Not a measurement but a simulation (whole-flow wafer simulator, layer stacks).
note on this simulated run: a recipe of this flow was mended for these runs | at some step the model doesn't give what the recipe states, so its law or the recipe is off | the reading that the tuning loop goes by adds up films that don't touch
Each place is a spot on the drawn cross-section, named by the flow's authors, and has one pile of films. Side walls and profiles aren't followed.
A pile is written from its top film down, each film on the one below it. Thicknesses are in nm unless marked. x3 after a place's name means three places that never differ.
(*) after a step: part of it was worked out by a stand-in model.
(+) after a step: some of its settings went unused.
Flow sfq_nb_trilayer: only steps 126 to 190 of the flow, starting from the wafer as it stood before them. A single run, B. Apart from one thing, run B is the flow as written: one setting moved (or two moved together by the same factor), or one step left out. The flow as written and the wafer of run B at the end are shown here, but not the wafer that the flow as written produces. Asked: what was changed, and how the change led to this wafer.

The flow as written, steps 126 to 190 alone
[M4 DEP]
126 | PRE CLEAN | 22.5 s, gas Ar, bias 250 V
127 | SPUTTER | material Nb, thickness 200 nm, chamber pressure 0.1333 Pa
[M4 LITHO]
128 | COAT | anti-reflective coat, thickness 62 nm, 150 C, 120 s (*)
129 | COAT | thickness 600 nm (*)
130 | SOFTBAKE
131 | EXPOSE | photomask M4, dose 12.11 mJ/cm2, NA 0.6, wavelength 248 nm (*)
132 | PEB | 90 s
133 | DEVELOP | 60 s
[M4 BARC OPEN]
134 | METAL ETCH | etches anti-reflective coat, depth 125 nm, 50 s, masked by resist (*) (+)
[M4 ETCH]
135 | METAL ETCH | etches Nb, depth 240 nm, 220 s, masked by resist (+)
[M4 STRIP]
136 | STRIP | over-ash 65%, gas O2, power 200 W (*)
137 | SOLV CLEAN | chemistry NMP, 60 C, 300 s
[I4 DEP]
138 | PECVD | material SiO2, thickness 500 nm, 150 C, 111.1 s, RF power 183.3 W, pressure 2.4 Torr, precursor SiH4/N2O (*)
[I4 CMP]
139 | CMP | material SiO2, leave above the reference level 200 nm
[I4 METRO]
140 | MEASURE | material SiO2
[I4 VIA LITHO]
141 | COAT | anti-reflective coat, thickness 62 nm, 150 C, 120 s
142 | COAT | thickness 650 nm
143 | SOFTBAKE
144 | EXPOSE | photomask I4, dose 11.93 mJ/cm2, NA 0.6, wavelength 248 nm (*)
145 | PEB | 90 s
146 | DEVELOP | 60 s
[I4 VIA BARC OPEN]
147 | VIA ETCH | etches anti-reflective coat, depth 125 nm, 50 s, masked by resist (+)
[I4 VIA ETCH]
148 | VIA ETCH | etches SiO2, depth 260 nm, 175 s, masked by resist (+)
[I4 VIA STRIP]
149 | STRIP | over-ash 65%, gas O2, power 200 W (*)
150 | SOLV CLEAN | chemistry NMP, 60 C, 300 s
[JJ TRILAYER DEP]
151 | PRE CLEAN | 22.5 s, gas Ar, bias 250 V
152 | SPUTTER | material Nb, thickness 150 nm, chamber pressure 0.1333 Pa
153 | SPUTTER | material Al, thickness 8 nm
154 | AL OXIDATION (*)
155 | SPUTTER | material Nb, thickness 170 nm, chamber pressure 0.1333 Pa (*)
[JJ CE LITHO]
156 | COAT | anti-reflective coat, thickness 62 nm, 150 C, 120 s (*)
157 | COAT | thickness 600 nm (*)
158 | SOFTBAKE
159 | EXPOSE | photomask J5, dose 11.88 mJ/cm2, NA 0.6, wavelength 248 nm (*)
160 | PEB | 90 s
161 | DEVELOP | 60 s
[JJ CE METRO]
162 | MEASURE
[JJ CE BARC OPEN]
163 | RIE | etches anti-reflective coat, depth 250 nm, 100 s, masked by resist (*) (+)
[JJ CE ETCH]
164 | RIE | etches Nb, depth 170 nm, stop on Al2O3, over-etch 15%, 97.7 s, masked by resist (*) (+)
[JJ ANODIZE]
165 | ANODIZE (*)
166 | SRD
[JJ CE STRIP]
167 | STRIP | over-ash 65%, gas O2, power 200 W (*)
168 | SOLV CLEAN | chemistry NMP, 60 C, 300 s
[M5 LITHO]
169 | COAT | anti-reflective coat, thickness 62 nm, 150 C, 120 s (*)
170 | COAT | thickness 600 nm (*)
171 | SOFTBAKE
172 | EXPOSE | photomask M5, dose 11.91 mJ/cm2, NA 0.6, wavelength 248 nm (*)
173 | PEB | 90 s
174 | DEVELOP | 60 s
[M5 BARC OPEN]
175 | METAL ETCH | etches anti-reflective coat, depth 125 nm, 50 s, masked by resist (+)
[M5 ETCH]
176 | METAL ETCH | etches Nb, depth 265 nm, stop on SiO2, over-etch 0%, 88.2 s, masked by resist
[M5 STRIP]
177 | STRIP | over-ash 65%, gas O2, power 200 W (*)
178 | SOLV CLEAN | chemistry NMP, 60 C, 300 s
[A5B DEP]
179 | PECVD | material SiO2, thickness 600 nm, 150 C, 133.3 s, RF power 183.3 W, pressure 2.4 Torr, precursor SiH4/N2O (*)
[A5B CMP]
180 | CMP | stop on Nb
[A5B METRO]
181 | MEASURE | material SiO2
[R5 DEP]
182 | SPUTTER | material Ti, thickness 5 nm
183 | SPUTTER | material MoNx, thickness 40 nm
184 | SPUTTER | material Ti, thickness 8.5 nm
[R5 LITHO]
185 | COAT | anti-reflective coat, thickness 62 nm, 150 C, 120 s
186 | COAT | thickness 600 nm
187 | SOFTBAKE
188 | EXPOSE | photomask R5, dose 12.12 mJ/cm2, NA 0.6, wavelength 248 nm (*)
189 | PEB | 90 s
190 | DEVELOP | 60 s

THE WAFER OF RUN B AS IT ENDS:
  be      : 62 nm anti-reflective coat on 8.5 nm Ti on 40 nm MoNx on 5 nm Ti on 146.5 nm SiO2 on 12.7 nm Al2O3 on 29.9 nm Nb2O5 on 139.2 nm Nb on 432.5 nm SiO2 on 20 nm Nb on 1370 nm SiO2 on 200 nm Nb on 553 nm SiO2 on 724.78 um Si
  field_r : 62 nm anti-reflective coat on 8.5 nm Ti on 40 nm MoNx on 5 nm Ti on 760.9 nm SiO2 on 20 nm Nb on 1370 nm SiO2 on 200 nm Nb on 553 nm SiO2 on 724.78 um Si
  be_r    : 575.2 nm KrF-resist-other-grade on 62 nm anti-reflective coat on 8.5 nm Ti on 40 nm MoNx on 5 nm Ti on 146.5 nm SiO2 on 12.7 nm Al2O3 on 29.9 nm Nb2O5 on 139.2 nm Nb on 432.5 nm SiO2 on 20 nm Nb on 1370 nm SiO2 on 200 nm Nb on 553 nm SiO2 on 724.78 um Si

Cause: step 127, SPUTTER: thickness 260 nm was run, while the flow as written has thickness 200 nm.

The path from the change to this, step by step:
  127 | SPUTTER | material Nb, thickness 200 nm, chamber pressure 0.1333 Pa
      field_l, v_sur, via_wl and 102 more: Nb gains 260 (new film) (it would be, as written: Nb gains 200 (new film))
      via_v: Nb gains 214.4 (it would be, as written: Nb gains 164.5)
  135 | METAL ETCH | etches Nb, depth 240 nm, 220 s, masked by resist (+)
      field_l, be, be_sur and 64 more: Nb loses 240 (it would be, as written: Nb loses 200 (all of it), SiO2 loses 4)
  138 | PECVD | material SiO2, thickness 500 nm, 150 C, 111.1 s, RF power 183.3 W, pressure 2.4 Torr, precursor SiH4/N2O (*)
      field_l, be, be_sur and 55 more: SiO2 gains 500 (new film) (it would be, as written: SiO2 gains 500)
      p3_s0 x6: SiO2 gains 597.1 (new film) (it would be, as written: SiO2 gains 561.1)
      (also at 4 further places)
  139 | CMP | material SiO2, leave above the reference level 200 nm
      field_l, be, be_sur and 55 more: SiO2 loses 60 (it would be, as written: SiO2 loses 96)
      lsp_r, l0_sur, l0v: SiO2 loses 50.3 (it would be, as written: SiO2 loses 87.7)
      (also at 1 further place)
With metal films that touch counted as one body, be has 4 bodies (between them, from the top down: SiO2 146.5 / Al2O3 12.7 / Nb2O5 29.9; SiO2 432.5; SiO2 1370); the flow as written gives 3 bodies (between them, from the top down: SiO2 146.5 / Al2O3 12.7 / Nb2O5 29.9; SiO2 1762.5).
With metal films that touch counted as one body, field_r has 3 bodies (between them, from the top down: SiO2 760.9; SiO2 1370); the flow as written gives 2 bodies (between them, from the top down: SiO2 2090.9).
With metal films that touch counted as one body, be_r has 4 bodies (between them, from the top down: SiO2 146.5 / Al2O3 12.7 / Nb2O5 29.9; SiO2 432.5; SiO2 1370); the flow as written gives 3 bodies (between them, from the top down: SiO2 146.5 / Al2O3 12.7 / Nb2O5 29.9; SiO2 1762.5).
